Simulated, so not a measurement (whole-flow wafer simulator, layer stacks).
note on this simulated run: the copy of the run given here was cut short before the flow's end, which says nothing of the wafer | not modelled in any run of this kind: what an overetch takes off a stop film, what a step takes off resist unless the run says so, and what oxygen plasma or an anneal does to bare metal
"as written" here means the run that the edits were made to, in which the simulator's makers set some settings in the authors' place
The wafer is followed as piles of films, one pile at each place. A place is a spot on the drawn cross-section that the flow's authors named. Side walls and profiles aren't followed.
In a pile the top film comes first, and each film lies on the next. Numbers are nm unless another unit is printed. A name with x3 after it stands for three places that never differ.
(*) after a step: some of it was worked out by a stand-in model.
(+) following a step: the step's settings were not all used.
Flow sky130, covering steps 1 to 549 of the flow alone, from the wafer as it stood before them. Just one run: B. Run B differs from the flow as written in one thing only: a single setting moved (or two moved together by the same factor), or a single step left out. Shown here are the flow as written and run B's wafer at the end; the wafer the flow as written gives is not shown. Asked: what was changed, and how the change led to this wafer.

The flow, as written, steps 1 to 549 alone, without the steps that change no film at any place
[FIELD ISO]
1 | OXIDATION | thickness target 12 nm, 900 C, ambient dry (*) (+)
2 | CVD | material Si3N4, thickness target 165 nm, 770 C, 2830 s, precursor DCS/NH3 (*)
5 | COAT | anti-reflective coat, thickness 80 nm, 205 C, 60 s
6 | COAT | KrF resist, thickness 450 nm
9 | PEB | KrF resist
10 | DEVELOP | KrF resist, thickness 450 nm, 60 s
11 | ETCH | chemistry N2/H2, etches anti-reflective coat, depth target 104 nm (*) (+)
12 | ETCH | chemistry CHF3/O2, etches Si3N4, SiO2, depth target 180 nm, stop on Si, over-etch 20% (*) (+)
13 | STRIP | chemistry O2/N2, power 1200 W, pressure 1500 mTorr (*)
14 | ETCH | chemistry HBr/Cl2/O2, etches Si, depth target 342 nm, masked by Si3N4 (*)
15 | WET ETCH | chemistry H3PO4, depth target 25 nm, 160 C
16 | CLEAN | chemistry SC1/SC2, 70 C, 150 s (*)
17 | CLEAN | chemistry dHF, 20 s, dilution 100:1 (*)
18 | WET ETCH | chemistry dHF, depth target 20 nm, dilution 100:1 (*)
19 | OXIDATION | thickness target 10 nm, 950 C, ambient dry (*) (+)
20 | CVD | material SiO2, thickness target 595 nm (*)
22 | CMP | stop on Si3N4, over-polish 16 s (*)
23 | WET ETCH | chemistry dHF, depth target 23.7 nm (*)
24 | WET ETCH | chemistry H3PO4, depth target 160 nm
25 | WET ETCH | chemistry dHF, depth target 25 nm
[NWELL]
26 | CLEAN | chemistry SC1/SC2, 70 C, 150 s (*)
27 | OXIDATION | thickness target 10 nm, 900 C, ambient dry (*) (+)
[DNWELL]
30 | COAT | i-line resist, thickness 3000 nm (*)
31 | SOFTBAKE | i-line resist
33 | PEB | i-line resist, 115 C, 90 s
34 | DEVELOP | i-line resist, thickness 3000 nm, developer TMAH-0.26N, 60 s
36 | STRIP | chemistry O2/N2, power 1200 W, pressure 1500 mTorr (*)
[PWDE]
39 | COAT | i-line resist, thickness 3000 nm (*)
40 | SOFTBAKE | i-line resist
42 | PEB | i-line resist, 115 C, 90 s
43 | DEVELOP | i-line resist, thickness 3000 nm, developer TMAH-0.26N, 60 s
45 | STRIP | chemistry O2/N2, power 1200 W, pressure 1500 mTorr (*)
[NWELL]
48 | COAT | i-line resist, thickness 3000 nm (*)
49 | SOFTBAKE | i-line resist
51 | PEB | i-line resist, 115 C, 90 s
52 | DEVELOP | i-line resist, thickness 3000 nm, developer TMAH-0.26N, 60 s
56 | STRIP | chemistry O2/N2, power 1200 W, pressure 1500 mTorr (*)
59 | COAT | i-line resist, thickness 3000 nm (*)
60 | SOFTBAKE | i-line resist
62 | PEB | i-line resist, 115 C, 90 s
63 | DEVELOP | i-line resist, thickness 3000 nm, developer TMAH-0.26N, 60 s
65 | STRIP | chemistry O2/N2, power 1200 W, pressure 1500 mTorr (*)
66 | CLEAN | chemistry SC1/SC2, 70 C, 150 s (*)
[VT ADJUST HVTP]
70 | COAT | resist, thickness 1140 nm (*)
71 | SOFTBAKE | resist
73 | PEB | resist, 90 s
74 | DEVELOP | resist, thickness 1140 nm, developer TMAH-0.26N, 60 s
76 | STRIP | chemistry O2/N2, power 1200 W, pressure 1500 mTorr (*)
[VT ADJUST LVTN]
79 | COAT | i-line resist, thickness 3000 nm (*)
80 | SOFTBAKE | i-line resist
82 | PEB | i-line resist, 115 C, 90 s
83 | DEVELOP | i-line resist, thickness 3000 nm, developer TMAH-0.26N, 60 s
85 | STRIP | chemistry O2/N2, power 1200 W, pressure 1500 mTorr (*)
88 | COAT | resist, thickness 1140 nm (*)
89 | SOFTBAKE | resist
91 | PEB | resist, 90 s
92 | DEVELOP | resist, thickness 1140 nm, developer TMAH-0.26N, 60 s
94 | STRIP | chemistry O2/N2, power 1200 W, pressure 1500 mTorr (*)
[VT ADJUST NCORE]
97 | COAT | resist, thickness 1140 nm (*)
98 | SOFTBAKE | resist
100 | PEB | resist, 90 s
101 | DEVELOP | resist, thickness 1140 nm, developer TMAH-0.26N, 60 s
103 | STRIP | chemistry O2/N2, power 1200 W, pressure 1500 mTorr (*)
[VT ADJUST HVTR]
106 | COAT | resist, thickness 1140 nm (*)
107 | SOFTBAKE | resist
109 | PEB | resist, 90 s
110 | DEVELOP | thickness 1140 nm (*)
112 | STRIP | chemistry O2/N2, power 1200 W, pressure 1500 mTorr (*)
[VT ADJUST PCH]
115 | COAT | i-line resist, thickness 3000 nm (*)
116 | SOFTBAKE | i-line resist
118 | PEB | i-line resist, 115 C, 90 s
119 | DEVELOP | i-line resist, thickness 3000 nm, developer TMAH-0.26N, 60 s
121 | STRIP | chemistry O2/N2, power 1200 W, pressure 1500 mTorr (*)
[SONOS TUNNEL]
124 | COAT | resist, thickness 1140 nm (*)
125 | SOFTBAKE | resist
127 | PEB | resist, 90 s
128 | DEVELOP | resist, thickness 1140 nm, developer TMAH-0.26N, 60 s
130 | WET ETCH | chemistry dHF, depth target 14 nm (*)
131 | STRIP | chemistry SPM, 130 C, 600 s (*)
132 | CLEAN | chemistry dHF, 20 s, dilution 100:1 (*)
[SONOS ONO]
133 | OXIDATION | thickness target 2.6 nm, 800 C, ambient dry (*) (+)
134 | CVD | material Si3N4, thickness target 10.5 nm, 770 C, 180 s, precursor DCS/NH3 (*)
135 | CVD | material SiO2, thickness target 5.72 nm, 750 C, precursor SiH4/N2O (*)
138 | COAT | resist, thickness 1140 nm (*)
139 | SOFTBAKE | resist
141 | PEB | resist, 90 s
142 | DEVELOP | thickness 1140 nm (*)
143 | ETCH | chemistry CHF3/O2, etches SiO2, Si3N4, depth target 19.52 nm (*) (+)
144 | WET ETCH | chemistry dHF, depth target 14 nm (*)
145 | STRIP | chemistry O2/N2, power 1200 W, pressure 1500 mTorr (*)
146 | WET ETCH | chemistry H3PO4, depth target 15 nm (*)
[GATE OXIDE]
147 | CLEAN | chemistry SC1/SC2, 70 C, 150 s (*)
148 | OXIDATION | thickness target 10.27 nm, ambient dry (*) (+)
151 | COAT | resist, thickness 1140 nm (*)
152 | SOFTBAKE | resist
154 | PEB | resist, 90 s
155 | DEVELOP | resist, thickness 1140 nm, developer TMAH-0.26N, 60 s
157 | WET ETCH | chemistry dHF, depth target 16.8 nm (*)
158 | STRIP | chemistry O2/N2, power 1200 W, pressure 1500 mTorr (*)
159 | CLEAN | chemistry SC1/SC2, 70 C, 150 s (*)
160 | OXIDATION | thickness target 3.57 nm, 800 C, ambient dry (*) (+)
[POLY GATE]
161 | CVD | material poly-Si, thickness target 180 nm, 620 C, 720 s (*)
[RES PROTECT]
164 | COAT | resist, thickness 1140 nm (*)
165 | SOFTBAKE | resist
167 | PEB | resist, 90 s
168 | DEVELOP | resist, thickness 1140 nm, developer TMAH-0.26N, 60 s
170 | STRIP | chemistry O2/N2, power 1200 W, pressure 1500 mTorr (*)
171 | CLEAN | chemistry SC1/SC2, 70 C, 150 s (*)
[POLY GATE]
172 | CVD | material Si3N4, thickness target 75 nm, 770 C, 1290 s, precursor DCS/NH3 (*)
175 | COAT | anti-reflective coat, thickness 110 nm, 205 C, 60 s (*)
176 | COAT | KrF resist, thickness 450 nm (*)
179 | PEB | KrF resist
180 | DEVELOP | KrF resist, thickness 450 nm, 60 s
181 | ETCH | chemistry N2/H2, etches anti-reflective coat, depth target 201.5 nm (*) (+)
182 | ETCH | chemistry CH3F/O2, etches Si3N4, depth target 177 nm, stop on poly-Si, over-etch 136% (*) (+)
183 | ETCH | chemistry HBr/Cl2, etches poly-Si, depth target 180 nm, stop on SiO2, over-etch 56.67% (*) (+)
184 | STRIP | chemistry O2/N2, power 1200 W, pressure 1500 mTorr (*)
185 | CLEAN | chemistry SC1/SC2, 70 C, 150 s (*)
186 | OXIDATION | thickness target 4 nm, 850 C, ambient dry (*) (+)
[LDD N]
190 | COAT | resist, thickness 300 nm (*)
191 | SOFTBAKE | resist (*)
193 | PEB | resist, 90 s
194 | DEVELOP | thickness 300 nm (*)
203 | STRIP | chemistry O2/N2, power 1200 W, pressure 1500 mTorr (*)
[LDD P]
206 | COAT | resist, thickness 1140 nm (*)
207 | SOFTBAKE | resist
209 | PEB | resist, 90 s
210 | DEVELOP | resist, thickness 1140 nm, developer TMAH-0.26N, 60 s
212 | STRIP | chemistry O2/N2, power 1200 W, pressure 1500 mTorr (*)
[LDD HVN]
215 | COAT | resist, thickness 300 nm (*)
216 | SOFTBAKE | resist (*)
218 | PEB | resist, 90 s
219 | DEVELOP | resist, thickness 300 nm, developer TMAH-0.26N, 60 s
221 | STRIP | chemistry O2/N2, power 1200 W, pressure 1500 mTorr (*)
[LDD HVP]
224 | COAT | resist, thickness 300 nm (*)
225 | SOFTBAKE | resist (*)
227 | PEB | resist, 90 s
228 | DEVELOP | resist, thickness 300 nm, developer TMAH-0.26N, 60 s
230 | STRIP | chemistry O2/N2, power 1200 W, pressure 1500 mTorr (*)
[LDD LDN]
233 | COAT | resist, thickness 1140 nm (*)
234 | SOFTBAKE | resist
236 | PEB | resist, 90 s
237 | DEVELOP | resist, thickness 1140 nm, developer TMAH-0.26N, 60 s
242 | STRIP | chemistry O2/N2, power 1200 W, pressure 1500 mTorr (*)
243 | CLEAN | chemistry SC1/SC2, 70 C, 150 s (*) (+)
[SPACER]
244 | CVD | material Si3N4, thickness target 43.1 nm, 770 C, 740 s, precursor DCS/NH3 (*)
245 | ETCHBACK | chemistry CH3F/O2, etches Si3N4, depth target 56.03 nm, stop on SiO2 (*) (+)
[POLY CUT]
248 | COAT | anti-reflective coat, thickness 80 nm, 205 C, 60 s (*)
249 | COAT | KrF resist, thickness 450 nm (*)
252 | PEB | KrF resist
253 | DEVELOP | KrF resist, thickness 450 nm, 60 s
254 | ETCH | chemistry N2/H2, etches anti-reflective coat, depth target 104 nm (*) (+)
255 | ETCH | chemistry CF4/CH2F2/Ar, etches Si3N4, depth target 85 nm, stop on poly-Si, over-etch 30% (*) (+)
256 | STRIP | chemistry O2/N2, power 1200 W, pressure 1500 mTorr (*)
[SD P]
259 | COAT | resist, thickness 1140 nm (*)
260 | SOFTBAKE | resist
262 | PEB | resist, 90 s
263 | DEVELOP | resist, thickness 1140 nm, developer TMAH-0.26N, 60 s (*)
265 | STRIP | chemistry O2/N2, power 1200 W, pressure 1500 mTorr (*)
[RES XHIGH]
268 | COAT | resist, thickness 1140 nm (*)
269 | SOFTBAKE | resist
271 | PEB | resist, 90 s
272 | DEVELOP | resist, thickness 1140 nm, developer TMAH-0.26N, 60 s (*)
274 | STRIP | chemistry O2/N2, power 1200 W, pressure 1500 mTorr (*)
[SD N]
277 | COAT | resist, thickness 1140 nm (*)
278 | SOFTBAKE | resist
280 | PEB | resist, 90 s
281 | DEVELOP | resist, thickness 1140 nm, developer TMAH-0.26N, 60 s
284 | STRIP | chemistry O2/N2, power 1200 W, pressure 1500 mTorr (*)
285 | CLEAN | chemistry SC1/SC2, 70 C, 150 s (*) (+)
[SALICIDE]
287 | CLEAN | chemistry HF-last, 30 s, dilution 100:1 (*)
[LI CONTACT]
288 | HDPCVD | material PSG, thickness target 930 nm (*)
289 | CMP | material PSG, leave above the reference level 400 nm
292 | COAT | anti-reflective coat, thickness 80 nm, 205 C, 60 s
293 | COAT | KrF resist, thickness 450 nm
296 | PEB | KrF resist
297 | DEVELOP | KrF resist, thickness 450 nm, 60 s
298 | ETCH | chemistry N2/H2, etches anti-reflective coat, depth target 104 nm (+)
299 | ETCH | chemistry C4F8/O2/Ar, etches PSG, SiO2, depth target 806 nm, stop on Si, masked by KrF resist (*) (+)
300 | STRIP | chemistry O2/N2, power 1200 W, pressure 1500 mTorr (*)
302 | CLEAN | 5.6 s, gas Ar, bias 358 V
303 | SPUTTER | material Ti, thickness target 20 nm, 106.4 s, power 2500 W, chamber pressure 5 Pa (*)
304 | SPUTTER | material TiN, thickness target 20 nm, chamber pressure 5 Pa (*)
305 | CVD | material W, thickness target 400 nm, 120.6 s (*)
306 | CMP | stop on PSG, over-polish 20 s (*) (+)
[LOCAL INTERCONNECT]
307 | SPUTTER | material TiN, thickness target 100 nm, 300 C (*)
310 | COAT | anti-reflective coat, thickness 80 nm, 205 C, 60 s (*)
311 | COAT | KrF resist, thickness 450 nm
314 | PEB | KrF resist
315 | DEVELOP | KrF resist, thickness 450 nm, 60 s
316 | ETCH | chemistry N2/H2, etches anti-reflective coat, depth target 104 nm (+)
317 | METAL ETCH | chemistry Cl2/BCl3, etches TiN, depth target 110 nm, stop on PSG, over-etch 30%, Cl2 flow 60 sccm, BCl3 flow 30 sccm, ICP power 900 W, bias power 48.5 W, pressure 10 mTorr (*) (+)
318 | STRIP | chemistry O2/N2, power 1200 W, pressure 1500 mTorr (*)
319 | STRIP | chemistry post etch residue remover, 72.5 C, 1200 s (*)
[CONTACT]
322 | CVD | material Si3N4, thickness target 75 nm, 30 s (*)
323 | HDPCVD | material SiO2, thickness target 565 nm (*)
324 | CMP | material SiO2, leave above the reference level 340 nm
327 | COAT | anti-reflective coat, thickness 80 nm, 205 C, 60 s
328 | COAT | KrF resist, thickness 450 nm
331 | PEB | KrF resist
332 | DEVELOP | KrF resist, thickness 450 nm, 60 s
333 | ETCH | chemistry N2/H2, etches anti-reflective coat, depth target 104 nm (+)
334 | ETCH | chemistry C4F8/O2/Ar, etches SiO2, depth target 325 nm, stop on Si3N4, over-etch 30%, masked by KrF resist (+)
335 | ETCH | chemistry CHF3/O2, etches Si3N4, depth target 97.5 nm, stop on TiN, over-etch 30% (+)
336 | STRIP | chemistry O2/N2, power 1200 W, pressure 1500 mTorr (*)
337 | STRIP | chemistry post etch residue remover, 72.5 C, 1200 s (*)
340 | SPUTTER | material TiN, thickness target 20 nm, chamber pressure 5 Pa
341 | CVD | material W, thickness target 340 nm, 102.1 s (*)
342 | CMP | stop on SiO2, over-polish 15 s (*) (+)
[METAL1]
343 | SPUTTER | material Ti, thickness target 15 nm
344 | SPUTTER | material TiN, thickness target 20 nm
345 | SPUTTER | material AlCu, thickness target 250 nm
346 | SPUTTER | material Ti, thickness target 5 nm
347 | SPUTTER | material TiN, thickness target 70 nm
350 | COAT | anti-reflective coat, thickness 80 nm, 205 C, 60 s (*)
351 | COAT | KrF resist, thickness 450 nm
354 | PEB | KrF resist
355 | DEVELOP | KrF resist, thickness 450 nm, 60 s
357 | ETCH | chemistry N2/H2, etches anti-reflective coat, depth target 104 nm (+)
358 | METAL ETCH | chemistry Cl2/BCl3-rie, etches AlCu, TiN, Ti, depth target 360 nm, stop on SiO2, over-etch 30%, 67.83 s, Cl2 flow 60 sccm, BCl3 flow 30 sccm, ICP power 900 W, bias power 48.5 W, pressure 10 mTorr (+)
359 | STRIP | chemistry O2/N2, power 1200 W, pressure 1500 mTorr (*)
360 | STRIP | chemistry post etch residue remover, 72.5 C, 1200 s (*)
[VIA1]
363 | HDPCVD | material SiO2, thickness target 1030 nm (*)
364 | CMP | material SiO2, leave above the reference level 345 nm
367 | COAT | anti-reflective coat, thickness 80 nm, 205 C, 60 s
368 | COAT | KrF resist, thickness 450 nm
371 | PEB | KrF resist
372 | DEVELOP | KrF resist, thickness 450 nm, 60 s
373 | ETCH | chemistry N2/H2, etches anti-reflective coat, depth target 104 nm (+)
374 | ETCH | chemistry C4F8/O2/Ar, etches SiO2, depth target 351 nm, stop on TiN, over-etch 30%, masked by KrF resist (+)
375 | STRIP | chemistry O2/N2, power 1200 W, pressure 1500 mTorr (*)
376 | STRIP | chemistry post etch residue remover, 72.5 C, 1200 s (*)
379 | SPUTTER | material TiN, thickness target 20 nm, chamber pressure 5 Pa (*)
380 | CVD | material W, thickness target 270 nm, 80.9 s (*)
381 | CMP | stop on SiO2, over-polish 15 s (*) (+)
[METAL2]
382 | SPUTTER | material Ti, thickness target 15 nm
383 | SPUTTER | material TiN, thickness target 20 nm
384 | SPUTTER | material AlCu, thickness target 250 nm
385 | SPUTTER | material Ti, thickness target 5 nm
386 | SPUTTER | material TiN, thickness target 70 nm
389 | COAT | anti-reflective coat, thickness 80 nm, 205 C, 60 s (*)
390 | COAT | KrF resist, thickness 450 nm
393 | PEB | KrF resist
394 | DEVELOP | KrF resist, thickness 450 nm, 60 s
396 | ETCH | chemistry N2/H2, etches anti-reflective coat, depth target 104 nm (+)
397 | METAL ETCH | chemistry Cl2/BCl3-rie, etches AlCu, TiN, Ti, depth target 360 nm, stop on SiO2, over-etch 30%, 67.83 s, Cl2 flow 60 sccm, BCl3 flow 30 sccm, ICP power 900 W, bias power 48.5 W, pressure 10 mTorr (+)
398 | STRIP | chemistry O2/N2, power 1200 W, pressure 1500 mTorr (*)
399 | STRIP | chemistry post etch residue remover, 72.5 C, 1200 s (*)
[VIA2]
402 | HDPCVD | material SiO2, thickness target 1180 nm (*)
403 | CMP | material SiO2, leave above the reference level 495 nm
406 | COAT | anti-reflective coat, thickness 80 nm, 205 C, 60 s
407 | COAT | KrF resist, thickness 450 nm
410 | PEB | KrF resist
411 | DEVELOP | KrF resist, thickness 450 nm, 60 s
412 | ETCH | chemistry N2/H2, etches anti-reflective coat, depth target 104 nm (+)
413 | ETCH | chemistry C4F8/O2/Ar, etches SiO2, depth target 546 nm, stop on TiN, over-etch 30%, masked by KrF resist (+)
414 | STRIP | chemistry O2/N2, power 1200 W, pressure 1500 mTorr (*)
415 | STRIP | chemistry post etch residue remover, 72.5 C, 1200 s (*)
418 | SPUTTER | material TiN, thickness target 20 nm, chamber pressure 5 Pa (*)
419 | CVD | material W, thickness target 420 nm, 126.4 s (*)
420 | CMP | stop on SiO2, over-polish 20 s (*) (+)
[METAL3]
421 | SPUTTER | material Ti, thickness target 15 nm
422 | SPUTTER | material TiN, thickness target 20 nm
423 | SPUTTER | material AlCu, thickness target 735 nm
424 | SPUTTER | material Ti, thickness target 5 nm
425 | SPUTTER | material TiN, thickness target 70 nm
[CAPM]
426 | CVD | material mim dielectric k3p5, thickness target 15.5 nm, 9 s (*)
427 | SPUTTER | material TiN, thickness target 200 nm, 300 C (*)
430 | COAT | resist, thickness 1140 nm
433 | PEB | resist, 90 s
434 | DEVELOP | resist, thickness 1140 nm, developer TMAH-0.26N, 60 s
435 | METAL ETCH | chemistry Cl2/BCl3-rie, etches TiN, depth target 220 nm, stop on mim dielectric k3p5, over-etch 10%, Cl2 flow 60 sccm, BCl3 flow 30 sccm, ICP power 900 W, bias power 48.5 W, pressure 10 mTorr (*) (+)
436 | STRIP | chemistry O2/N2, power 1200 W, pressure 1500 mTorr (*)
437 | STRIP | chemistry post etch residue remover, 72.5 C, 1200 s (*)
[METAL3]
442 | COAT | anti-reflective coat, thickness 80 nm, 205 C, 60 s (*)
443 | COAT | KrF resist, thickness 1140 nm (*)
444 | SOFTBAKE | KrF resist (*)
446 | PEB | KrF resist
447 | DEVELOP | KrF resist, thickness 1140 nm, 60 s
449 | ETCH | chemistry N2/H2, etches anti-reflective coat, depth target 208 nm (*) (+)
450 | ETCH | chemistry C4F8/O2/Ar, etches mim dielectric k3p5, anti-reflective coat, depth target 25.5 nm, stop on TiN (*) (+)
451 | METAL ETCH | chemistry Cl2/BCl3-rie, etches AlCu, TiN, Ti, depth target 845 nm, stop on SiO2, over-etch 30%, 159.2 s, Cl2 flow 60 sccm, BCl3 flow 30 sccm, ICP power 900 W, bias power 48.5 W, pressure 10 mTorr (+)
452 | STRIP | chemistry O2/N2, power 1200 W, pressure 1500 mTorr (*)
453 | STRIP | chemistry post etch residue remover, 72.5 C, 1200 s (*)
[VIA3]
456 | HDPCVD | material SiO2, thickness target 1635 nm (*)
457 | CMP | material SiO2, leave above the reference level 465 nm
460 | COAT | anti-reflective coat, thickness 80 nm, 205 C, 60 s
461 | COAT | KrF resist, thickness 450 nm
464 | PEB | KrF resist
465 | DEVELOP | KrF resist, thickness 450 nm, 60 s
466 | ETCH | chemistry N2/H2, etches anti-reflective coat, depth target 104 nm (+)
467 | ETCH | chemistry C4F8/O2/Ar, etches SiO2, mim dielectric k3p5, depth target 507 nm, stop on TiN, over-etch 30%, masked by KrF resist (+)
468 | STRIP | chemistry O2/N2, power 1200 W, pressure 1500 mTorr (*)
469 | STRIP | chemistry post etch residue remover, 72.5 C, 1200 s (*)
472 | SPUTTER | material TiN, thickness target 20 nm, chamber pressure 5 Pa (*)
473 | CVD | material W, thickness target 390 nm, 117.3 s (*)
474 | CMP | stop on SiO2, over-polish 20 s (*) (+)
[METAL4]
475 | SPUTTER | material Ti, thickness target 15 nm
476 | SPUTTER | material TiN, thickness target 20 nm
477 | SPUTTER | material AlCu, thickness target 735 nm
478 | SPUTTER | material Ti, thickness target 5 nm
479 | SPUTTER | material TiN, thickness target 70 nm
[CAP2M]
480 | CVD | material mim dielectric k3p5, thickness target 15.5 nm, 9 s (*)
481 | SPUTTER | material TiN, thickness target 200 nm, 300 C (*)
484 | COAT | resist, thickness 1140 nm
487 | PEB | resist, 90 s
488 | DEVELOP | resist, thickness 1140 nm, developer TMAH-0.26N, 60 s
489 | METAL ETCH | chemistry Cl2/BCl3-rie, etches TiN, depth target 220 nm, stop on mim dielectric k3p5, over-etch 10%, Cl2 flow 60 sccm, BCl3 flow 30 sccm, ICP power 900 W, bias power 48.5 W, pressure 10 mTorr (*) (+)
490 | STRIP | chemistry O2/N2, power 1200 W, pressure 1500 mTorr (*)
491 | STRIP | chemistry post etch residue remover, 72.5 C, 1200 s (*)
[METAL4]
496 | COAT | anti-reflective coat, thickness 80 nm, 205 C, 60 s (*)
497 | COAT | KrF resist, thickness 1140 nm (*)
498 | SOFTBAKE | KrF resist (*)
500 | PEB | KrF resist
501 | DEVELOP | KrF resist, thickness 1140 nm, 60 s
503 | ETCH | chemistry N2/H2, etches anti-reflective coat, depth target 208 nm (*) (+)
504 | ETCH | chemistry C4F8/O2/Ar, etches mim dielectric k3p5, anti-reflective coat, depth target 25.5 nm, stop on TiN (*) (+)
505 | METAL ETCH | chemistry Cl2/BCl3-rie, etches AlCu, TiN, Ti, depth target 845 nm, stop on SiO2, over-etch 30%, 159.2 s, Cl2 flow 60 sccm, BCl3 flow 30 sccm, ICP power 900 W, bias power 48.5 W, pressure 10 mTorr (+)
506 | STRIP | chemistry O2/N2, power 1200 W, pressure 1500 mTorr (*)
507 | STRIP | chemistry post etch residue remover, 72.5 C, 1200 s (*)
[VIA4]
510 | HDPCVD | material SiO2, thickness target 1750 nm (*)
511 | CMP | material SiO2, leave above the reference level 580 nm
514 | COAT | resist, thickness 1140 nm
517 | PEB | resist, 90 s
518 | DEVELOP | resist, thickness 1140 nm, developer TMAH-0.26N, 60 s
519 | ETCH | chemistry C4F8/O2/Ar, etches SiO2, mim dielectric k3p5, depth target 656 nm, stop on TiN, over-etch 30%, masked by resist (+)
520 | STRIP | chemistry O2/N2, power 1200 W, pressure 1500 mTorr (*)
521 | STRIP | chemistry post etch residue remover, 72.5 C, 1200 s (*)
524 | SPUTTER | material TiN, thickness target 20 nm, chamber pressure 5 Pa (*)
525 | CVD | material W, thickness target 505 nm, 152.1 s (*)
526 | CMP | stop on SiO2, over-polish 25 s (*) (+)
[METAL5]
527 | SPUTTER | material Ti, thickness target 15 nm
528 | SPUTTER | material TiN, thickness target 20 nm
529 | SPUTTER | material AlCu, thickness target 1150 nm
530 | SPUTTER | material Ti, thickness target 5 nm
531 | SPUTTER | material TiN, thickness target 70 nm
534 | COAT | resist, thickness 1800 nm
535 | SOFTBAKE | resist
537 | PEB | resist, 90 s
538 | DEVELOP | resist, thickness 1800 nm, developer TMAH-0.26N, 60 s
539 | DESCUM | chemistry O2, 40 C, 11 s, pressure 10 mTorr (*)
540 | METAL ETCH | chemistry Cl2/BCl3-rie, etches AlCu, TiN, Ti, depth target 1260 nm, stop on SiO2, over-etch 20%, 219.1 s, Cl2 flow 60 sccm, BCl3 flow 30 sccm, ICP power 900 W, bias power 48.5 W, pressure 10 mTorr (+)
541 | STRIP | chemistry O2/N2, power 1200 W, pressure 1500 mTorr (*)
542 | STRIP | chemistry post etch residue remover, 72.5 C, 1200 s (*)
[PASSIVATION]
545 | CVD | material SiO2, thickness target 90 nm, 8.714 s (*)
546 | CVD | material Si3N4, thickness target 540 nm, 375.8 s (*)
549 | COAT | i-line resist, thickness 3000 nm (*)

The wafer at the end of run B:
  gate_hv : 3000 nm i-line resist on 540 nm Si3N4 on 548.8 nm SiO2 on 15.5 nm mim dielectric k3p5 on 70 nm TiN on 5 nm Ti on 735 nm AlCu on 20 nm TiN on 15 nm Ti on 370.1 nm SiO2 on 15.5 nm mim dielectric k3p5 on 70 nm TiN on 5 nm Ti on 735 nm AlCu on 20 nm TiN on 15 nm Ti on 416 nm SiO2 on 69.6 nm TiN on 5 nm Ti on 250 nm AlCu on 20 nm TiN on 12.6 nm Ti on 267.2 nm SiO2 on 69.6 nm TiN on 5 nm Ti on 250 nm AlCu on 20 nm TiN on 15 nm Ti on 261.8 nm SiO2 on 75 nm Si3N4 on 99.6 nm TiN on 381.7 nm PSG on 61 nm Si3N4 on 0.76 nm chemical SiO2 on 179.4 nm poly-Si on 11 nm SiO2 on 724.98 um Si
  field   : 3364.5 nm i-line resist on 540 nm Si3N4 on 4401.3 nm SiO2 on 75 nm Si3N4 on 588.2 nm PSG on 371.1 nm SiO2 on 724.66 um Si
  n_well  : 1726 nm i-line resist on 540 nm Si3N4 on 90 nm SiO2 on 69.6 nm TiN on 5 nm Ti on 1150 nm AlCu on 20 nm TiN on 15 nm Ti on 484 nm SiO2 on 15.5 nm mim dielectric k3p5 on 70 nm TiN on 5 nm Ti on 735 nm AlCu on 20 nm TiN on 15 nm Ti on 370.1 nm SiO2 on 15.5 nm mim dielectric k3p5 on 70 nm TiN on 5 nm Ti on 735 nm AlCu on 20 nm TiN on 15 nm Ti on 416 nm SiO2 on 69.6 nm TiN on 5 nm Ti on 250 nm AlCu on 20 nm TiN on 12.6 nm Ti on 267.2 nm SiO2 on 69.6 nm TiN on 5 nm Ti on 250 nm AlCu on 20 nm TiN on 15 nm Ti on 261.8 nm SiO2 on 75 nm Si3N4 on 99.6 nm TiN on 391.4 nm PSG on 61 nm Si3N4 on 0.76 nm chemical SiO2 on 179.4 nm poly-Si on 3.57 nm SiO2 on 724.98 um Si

Cause: step 382, SPUTTER: thickness target 12.6 nm was run, whereas the flow has thickness target 15 nm.
One can read it off the wafer: gate_hv has Ti 12.6, and step 382 as written asks for 15 nm.

Step by step, how the change led to this:
  382 | SPUTTER | material Ti, thickness target 15 nm
      field, active, n_well and 188 more: Ti gains 12.6 (new film) (it would be, as written: Ti gains 15 (new film))
  397 | METAL ETCH | chemistry Cl2/BCl3-rie, etches AlCu, TiN, Ti, depth target 360 nm, stop on SiO2, over-etch 30%, 67.83 s, Cl2 flow 60 sccm, BCl3 flow 30 sccm, ICP power 900 W, bias power 48.5 W, pressure 10 mTorr (+)
      field, active, gate and 82 more: TiN loses 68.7 (all of it), Ti loses 5 (all of it), AlCu loses 250 (all of it), TiN loses 20 (all of it), Ti loses 12.6 (all of it), SiO2 loses 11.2 (it would be, as written: TiN loses 68.7 (all of it), Ti loses 5 (all of it), AlCu loses 250 (all of it), TiN loses 20 (all of it), Ti loses 15 (all of it), SiO2 loses 10.9)
